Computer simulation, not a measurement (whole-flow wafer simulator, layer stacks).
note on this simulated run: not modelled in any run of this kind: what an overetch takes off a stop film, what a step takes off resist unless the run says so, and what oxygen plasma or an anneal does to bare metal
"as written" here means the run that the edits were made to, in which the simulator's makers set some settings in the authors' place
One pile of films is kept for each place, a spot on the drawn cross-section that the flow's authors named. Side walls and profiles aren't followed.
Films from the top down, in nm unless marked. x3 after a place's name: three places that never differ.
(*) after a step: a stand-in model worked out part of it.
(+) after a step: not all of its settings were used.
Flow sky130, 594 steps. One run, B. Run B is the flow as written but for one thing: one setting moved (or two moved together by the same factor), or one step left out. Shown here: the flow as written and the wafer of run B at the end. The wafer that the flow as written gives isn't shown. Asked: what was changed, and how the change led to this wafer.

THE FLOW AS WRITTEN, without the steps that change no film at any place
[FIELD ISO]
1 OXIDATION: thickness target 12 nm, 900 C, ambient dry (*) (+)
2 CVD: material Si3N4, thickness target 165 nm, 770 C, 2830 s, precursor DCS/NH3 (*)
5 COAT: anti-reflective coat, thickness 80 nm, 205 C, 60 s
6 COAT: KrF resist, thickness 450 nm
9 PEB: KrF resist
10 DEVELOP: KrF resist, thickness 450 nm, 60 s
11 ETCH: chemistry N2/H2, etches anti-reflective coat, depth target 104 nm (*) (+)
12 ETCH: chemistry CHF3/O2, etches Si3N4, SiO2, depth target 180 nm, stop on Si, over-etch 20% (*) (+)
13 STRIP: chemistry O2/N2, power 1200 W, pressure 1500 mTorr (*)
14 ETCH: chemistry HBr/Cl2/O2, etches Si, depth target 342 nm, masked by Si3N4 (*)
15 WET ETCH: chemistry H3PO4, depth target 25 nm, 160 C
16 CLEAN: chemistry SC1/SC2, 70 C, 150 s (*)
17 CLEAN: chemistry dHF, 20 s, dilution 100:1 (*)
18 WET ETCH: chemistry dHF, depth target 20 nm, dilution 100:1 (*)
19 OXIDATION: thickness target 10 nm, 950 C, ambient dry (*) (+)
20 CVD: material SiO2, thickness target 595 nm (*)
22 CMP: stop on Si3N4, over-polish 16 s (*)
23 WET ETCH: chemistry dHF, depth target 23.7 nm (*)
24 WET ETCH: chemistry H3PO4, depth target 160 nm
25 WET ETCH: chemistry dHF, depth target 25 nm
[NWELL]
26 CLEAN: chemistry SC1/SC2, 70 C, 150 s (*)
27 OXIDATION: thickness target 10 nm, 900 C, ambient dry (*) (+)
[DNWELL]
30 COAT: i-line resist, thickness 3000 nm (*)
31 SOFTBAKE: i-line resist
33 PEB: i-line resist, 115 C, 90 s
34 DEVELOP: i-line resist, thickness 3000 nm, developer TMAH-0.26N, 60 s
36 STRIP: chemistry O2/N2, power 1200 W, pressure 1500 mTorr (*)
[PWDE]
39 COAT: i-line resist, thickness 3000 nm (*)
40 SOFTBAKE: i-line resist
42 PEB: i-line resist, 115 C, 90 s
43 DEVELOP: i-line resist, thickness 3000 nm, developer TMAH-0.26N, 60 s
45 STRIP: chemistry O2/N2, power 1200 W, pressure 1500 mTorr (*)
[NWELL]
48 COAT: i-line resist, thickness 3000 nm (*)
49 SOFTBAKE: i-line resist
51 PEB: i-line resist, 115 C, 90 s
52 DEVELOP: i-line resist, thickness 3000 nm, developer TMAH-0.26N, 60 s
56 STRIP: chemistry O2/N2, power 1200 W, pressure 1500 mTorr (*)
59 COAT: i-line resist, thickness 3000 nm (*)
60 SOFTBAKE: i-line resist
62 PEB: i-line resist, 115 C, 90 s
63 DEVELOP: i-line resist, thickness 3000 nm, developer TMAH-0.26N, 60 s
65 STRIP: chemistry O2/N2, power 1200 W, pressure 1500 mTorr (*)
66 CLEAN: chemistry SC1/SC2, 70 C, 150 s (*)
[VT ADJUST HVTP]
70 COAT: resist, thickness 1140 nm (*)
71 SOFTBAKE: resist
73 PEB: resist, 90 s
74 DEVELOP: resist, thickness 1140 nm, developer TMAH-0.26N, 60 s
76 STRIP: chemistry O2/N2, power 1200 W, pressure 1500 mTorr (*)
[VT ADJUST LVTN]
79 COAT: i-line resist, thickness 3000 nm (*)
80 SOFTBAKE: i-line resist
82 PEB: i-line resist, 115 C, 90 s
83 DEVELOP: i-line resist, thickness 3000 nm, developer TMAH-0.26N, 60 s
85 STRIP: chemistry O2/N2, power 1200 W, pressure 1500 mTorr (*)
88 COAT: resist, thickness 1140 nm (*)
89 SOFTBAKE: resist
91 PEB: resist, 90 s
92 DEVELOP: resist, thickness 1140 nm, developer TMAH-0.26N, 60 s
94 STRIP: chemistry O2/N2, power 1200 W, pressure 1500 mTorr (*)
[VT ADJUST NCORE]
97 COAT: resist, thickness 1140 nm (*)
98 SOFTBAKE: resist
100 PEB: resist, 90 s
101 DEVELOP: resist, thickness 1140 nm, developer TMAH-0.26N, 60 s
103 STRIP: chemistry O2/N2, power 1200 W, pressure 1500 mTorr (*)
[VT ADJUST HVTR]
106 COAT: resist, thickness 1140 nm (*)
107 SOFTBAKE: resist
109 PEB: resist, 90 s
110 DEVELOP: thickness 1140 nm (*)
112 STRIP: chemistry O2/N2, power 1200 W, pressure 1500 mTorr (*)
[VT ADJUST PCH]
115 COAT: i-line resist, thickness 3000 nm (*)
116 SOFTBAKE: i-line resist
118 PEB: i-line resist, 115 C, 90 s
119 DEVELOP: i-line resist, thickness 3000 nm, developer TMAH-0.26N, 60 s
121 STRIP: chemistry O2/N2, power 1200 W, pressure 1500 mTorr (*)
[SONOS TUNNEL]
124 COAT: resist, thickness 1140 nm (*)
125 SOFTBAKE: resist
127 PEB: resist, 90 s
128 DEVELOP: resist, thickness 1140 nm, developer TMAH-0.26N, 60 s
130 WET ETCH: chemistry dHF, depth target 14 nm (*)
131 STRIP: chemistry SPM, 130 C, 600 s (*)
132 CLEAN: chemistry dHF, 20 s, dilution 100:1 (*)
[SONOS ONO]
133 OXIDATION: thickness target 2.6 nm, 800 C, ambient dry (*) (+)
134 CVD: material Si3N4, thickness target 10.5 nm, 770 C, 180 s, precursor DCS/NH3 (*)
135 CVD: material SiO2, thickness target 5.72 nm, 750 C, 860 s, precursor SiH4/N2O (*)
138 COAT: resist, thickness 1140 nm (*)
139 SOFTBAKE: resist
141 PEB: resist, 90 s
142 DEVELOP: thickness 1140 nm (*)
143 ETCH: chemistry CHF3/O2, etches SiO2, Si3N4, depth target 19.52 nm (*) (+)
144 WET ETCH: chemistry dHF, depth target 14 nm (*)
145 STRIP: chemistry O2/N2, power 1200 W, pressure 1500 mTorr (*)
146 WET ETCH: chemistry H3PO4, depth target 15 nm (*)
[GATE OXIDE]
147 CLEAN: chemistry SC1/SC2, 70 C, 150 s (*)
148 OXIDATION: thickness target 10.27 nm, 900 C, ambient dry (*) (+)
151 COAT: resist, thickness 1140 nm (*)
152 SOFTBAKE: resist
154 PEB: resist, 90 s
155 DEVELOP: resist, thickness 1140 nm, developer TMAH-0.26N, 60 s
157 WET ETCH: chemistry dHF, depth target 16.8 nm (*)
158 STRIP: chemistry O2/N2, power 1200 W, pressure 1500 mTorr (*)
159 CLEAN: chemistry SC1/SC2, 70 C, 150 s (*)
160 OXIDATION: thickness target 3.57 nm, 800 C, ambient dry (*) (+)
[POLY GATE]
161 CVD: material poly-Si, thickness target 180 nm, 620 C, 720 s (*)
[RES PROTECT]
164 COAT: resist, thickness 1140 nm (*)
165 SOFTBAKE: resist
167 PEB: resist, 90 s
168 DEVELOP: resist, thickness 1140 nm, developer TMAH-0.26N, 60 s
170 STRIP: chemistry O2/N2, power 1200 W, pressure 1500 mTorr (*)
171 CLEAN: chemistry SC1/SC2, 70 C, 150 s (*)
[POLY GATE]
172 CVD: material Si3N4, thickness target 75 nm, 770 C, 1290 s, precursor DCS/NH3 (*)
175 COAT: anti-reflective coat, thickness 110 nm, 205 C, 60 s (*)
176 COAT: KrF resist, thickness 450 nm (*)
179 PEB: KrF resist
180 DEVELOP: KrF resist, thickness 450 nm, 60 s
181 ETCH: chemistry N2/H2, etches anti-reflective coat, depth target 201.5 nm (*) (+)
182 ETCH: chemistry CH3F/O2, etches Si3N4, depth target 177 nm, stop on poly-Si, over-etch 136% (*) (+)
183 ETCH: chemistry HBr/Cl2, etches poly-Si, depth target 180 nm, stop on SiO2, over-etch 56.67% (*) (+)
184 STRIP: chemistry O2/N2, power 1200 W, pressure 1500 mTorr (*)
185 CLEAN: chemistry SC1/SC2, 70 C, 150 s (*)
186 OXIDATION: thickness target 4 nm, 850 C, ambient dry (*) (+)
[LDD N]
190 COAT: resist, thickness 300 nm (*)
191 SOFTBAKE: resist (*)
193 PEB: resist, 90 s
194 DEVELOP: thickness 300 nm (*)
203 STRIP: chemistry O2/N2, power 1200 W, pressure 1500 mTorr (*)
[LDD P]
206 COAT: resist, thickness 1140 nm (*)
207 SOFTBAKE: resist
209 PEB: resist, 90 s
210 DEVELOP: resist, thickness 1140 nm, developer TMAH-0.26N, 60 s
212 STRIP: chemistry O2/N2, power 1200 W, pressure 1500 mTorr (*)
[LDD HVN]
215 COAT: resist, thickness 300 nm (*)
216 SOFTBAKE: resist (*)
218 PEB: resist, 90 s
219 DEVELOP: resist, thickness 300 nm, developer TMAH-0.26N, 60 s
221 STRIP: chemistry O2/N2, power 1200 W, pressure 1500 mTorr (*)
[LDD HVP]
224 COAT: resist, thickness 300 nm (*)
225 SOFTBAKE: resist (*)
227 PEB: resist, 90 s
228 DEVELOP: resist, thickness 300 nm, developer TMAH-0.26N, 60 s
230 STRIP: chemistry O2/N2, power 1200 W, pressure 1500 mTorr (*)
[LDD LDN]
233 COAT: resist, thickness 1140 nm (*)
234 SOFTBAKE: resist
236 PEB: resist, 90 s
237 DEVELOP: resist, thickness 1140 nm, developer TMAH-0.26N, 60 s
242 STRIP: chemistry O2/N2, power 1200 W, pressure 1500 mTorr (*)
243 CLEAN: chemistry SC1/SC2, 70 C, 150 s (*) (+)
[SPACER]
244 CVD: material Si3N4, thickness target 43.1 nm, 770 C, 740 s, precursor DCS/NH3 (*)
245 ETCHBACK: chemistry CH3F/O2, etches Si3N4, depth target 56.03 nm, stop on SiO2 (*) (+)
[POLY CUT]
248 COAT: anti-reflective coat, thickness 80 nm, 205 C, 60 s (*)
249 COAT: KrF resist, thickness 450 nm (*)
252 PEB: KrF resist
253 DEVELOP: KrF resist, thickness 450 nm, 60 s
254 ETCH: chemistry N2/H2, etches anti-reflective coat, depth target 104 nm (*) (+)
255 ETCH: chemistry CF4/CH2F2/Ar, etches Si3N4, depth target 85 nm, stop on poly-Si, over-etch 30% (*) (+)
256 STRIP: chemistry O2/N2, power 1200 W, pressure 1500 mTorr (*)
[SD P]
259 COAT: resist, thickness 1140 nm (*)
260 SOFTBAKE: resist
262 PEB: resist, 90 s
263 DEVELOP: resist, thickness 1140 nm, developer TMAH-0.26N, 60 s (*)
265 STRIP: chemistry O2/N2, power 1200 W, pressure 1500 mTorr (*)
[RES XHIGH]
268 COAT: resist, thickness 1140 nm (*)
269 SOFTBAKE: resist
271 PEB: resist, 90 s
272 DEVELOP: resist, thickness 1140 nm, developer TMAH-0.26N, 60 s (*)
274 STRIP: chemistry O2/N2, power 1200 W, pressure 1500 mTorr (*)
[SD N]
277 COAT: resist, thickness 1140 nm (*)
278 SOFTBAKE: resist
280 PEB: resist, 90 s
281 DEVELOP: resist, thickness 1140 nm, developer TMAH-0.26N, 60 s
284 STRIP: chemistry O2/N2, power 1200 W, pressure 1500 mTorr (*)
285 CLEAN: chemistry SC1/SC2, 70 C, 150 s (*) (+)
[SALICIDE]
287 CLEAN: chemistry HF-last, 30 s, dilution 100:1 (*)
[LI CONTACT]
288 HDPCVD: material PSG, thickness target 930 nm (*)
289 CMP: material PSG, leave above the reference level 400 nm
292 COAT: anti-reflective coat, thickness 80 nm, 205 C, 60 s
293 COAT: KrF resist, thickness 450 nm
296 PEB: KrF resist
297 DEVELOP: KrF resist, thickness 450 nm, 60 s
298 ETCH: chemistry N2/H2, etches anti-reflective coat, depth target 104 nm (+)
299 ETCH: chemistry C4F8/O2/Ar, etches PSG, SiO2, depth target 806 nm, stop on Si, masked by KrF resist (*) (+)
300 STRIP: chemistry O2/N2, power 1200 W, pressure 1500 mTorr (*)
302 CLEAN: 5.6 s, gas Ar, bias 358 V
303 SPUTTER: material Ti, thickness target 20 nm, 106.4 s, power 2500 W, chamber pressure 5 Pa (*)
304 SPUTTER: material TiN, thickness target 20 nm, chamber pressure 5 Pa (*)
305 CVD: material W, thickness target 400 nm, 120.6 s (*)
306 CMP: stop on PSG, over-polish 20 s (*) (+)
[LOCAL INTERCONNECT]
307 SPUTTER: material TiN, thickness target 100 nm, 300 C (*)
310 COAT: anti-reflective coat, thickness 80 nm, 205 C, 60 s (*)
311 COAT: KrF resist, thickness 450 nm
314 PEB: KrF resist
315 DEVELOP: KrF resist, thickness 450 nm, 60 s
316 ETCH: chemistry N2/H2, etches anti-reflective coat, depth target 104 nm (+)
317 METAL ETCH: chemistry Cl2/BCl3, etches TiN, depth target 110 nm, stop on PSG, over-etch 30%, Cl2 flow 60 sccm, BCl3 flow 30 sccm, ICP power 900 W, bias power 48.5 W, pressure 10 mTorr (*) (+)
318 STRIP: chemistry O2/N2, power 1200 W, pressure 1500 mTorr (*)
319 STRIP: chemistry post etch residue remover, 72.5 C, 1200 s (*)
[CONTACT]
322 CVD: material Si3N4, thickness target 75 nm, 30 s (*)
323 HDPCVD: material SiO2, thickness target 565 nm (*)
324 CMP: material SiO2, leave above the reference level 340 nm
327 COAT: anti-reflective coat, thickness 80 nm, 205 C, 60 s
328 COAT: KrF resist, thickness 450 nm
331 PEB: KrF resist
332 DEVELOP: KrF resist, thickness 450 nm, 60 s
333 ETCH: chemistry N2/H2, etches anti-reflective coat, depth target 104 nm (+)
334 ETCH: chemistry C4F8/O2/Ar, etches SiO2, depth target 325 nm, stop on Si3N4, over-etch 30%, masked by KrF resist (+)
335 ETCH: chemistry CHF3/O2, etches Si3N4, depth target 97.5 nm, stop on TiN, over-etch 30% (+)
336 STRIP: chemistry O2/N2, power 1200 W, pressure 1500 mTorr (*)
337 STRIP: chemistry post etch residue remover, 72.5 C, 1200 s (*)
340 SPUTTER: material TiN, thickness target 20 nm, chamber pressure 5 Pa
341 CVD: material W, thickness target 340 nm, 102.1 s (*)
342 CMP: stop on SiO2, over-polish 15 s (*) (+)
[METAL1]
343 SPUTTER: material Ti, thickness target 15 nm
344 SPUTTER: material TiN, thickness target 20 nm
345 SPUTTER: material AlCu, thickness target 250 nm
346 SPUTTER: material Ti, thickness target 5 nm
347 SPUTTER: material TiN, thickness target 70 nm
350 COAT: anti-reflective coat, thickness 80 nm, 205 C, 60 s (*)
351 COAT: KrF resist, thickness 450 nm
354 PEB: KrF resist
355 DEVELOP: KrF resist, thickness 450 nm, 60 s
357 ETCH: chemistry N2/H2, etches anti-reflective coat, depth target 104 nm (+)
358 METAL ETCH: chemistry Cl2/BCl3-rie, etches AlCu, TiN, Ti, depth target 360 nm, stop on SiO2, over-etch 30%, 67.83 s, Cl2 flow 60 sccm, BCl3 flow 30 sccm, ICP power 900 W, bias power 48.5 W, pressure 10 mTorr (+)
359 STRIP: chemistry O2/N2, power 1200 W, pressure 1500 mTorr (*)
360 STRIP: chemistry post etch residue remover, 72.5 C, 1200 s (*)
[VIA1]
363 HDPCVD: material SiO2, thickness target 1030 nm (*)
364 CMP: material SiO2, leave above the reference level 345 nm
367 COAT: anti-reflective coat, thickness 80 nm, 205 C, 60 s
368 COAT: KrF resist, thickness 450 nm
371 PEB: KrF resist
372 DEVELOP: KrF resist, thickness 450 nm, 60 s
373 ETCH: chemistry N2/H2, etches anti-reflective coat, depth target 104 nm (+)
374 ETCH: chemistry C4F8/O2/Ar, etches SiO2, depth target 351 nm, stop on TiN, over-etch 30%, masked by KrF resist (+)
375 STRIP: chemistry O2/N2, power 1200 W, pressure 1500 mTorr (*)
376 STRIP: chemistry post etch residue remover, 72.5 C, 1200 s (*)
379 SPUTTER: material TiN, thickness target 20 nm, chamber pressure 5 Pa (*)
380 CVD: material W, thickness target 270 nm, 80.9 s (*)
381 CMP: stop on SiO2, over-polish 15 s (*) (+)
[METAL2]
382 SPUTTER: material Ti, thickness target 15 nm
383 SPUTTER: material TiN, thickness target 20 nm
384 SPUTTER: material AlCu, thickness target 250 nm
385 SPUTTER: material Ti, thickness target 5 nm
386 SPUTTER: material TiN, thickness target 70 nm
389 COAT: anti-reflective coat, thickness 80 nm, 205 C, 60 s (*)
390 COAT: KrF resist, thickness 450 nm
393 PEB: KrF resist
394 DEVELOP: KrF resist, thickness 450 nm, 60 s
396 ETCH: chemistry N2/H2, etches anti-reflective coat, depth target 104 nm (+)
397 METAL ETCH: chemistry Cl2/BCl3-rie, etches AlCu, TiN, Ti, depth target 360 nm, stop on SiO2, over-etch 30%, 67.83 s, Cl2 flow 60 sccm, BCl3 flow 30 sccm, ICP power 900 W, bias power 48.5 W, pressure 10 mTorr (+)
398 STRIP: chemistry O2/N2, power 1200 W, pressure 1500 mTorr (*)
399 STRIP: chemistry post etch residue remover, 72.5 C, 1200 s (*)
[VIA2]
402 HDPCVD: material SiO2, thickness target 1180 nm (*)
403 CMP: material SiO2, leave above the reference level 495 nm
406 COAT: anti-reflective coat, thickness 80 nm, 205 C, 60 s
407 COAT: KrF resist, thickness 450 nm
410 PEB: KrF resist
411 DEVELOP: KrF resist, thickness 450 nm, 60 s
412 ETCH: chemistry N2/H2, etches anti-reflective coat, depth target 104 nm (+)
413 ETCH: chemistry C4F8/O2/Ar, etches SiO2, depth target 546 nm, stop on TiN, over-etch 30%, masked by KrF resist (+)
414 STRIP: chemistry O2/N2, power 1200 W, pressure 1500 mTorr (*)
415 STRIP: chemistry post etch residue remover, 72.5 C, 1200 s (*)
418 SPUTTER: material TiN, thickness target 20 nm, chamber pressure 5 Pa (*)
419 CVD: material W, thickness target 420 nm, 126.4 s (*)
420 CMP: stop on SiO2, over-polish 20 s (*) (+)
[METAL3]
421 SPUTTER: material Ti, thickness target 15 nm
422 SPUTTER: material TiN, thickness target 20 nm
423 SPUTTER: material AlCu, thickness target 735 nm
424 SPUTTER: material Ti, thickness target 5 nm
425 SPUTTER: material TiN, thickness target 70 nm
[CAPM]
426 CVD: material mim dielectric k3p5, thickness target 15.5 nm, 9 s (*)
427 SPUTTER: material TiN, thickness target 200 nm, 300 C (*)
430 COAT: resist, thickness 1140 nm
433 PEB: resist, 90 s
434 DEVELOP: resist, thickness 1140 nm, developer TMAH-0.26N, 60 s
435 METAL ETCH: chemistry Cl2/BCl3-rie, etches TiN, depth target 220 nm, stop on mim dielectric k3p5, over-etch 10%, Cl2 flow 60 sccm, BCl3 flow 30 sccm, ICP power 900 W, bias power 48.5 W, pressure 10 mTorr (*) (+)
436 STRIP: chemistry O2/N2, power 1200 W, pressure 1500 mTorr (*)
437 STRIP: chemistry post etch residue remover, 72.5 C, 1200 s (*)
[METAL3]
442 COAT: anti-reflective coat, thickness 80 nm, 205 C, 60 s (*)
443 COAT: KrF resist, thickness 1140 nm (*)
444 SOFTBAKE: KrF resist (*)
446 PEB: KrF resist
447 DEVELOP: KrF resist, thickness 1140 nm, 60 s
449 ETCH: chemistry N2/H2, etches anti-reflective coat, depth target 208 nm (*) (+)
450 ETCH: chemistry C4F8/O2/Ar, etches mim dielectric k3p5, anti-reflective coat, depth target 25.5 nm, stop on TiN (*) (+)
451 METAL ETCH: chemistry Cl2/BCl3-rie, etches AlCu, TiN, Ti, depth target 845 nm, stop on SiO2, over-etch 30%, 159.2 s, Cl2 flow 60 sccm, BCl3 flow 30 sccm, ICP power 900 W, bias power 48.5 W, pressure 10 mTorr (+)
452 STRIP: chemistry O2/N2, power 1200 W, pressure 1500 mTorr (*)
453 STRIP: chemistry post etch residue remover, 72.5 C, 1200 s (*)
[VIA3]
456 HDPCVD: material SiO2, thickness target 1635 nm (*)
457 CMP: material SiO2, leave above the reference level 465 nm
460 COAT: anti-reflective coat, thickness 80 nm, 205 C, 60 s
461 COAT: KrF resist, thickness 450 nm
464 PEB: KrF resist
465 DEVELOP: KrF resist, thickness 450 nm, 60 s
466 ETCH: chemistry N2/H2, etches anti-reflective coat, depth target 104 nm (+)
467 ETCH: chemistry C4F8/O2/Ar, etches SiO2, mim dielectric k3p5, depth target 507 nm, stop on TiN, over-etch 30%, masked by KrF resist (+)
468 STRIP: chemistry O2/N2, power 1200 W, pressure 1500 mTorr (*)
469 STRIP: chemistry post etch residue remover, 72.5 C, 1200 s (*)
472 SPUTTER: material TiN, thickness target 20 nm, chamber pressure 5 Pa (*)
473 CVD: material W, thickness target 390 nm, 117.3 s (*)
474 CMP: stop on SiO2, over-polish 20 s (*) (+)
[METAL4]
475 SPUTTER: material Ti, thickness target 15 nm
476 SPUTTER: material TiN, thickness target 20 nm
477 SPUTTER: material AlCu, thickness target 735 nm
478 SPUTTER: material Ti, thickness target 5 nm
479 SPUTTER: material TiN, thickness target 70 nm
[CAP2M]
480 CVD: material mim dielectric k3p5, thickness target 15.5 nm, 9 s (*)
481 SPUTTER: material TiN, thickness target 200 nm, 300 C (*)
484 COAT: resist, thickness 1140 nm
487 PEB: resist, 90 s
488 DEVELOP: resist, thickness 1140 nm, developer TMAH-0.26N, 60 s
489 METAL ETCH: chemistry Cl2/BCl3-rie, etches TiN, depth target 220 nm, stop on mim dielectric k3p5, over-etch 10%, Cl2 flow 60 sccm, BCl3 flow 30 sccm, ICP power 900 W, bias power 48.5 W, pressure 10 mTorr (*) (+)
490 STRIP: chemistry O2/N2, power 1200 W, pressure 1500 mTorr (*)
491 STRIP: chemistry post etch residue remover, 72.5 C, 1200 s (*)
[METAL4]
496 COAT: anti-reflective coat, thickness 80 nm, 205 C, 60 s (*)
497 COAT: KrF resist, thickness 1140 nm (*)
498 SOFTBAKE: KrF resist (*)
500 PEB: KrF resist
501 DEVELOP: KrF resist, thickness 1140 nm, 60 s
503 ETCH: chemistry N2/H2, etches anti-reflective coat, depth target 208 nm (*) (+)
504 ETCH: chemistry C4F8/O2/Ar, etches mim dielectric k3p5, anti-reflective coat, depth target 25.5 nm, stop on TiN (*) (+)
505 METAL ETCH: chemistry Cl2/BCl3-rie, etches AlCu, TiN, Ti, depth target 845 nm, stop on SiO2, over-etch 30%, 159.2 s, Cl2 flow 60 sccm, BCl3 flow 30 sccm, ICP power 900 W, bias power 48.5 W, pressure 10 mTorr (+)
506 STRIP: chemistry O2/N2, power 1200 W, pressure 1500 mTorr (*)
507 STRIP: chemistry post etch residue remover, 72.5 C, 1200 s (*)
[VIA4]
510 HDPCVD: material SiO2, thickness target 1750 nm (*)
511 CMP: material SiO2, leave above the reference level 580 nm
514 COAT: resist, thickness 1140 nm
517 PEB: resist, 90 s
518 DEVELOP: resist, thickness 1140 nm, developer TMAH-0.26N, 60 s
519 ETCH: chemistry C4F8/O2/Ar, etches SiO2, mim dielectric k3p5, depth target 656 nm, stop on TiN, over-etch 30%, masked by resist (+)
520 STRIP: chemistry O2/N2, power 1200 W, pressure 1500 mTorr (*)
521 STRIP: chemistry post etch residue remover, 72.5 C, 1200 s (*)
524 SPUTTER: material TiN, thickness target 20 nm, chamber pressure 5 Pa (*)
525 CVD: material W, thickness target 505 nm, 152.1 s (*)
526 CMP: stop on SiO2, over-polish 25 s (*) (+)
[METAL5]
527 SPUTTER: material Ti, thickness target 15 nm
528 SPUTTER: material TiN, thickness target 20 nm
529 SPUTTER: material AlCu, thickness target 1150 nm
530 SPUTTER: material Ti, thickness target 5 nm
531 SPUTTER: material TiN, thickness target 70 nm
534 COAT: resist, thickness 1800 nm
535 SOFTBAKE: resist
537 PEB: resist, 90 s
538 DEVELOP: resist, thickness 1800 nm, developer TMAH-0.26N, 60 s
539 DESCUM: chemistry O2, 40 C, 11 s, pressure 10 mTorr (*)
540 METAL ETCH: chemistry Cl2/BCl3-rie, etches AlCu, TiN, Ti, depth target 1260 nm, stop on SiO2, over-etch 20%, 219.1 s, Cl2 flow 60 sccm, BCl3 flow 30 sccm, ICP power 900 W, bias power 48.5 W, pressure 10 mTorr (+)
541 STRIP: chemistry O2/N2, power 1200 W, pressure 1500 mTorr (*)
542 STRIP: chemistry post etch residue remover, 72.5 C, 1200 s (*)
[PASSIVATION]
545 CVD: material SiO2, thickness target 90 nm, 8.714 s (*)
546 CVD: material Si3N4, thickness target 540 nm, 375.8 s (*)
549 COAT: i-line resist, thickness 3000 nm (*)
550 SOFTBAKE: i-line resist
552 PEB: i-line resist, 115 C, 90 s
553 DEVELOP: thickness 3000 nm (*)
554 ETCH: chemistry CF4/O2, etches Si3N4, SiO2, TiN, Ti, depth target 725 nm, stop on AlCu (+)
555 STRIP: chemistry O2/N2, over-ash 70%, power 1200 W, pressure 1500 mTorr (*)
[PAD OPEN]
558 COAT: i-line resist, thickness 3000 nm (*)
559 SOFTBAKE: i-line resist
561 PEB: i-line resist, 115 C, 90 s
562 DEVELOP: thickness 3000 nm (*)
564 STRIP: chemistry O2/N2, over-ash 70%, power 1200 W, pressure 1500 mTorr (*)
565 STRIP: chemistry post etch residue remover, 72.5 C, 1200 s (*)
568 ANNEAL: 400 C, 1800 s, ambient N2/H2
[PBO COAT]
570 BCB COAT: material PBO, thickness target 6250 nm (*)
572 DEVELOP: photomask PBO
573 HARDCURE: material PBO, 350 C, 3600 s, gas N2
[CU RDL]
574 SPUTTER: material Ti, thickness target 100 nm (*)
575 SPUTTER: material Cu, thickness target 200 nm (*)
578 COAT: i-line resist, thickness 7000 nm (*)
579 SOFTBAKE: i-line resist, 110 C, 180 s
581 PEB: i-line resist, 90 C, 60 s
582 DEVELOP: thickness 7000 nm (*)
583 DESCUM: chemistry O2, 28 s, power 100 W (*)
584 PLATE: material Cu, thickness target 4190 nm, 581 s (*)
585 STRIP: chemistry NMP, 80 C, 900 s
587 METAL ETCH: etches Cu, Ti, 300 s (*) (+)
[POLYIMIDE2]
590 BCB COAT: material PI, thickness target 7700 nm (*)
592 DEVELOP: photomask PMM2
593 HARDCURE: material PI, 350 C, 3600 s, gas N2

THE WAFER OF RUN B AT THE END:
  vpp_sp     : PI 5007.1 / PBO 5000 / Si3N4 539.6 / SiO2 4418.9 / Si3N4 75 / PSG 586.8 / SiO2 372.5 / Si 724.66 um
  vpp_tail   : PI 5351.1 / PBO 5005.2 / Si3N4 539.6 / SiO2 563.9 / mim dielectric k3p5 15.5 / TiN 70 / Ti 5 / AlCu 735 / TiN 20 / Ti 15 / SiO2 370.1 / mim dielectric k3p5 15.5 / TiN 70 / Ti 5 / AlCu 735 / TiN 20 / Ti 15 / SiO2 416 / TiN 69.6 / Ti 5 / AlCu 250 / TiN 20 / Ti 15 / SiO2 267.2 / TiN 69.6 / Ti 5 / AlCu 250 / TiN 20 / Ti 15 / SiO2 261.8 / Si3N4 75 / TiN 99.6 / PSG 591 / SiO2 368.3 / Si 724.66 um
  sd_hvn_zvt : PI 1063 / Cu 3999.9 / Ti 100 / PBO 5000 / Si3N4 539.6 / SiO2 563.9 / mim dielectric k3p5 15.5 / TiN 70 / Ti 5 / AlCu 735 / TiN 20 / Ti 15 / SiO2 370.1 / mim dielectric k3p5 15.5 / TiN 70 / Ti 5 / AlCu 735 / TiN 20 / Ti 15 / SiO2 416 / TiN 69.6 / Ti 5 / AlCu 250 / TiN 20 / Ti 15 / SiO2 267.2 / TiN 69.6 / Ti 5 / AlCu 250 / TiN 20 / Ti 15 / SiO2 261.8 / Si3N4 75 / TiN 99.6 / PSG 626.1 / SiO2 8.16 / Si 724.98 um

The cause: step 540, METAL ETCH: depth target 1134 nm was run, where the flow has depth target 1260 nm.

How the change led to this, step by step:
  540 METAL ETCH: chemistry Cl2/BCl3-rie, etches AlCu, TiN, Ti, depth target 1260 nm, stop on SiO2, over-etch 20%, 219.1 s, Cl2 flow 60 sccm, BCl3 flow 30 sccm, ICP power 900 W, bias power 48.5 W, pressure 10 mTorr (+)
      field, active, gate and 175 more: TiN -70 (all of it), Ti -5 (all of it), AlCu -1150 (all of it), TiN -20 (all of it), Ti -15 (all of it), SiO2 -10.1 (as written it would be: TiN -70 (all of it), Ti -5 (all of it), AlCu -1150 (all of it), TiN -20 (all of it), Ti -15 (all of it), SiO2 -25.2)
      n_well, p_well, sd_n and 12 more: resist -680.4 (as written it would be: resist -756)
  541 STRIP: chemistry O2/N2, power 1200 W, pressure 1500 mTorr (*)
      n_well, p_well, sd_n and 9 more: resist -1002 (all of it) (as written it would be: resist -926.4 (all of it))
      m1: resist -1004 (all of it) (as written it would be: resist -928.4 (all of it))
      (and at 2 more places)
  552 PEB: i-line resist, 115 C, 90 s
      iso_guard__w2: i-line resist -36 (as written it would be: i-line resist -36.8)
  561 PEB: i-line resist, 115 C, 90 s
      iso_guard__w2: i-line resist -36 (as written it would be: i-line resist -36.8)
  578 COAT: i-line resist, thickness 7000 nm (*)
      pad: i-line resist +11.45 um (new film) (as written it would be: i-line resist +11.43 um (new film))
  582 DEVELOP: thickness 7000 nm (*)
      pad: i-line resist -11.45 um (all of it) (as written it would be: i-line resist -11.43 um (all of it))
